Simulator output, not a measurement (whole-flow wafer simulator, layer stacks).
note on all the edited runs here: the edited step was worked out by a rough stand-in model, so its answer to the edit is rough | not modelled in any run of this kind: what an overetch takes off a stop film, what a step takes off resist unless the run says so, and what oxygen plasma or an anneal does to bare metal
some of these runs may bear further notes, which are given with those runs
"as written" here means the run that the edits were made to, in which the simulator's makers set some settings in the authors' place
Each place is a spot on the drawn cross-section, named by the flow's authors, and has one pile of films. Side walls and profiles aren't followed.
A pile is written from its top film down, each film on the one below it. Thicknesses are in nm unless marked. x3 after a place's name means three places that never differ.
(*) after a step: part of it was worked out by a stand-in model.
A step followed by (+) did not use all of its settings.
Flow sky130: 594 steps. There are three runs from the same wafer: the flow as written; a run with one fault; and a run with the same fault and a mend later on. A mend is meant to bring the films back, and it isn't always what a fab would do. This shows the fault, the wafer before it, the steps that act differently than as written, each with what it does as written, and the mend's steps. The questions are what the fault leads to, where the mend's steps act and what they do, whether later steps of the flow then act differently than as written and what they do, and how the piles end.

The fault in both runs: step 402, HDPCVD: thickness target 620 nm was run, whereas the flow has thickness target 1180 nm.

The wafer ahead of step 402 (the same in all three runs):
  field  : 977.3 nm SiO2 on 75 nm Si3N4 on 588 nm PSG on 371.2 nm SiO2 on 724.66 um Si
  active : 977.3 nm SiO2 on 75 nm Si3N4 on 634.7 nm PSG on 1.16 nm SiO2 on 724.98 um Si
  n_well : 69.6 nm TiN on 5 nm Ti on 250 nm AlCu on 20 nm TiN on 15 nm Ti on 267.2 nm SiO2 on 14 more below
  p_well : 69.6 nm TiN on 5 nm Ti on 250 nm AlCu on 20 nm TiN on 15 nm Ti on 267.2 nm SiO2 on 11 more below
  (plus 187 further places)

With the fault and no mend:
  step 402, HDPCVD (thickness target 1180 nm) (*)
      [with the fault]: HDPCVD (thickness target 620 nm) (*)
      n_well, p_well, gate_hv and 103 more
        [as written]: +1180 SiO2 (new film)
        [with the fault]: +620 SiO2 (new film)
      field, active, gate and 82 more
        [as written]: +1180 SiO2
        [with the fault]: +620 SiO2
  Steps later in the flow that act otherwise than as written (22 other steps are not shown; they differ only slightly, by no more than 2% or 0.5 nm, whichever is larger):
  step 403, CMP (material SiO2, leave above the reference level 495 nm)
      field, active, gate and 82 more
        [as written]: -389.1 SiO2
        [with the fault]: nothing
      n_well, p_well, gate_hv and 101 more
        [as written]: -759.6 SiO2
        [with the fault]: -199.6 SiO2
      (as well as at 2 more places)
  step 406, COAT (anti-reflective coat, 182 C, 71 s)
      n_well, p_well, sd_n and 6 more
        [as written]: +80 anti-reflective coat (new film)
        [with the fault]: +3 anti-reflective coat (new film)
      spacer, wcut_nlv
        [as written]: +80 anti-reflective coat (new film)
        [with the fault]: +67.4 anti-reflective coat (new film)
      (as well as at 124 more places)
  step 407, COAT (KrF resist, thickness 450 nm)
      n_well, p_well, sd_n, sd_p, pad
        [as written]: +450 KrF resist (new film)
        [with the fault]: +350.7 KrF resist (new film)
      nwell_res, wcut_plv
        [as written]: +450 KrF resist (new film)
        [with the fault]: +401.6 KrF resist (new film)
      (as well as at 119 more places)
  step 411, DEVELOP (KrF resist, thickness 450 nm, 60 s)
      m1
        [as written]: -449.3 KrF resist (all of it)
        [with the fault]: -407.6 KrF resist (all of it)
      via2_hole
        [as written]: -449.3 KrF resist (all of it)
        [with the fault]: -368.1 KrF resist (all of it)
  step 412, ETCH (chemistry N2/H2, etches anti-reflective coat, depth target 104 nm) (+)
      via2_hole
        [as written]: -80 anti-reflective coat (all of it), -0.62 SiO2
        [with the fault]: -12.9 anti-reflective coat (all of it)
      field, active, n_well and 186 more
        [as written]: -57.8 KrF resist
        [with the fault]: -8.42 KrF resist
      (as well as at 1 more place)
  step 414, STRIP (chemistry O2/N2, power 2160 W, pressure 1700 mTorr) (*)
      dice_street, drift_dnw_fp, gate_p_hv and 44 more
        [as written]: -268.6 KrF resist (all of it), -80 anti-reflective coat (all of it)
        [with the fault]: -318 KrF resist (all of it), -80 anti-reflective coat (all of it)
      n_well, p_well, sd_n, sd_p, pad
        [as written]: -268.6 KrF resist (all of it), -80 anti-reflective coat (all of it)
        [with the fault]: -218.8 KrF resist (all of it), -3 anti-reflective coat (all of it)
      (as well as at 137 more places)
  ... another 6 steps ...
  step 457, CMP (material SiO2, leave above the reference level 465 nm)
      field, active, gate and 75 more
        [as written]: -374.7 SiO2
        [with the fault]: -393.2 SiO2
  The piles end different from the flow's at field, active, gate and 85 more by more than 2% or 0.5 nm, whichever is larger.
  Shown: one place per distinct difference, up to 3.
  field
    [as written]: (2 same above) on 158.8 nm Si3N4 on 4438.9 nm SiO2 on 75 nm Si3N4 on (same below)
    [with the fault]: (2 same above) on 158.8 nm Si3N4 on 2681.9 nm SiO2 on 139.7 nm W on 20 nm TiN on 1597.3 nm SiO2 on 75 nm Si3N4 on (same below)
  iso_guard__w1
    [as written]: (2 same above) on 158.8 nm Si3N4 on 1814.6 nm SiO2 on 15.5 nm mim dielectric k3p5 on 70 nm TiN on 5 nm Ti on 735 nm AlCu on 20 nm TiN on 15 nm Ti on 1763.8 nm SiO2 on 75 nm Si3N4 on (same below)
    [with the fault]: (2 same above) on 158.8 nm Si3N4 on 1815.2 nm SiO2 on 15.5 nm mim dielectric k3p5 on 70 nm TiN on 5 nm Ti on 735 nm AlCu on 20 nm TiN on 15 nm Ti on 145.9 nm W on 20 nm TiN on 1597.3 nm SiO2 on 75 nm Si3N4 on (same below)
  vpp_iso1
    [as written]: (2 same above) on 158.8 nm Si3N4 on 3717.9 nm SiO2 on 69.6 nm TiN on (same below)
    [with the fault]: (2 same above) on 158.8 nm Si3N4 on 2681.9 nm SiO2 on 139.7 nm W on 20 nm TiN on 876.3 nm SiO2 on 69.6 nm TiN on (same below)

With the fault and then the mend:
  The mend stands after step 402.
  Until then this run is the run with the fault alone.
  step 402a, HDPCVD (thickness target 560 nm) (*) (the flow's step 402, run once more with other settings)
      field, active, n_well and 188 more
        +560 SiO2
  Every later step of the flow that is run acts as written, at every place that is followed, to within 2% or 0.5 nm, whichever is larger.
  At every place that both follow, the piles at the end match the flow's.
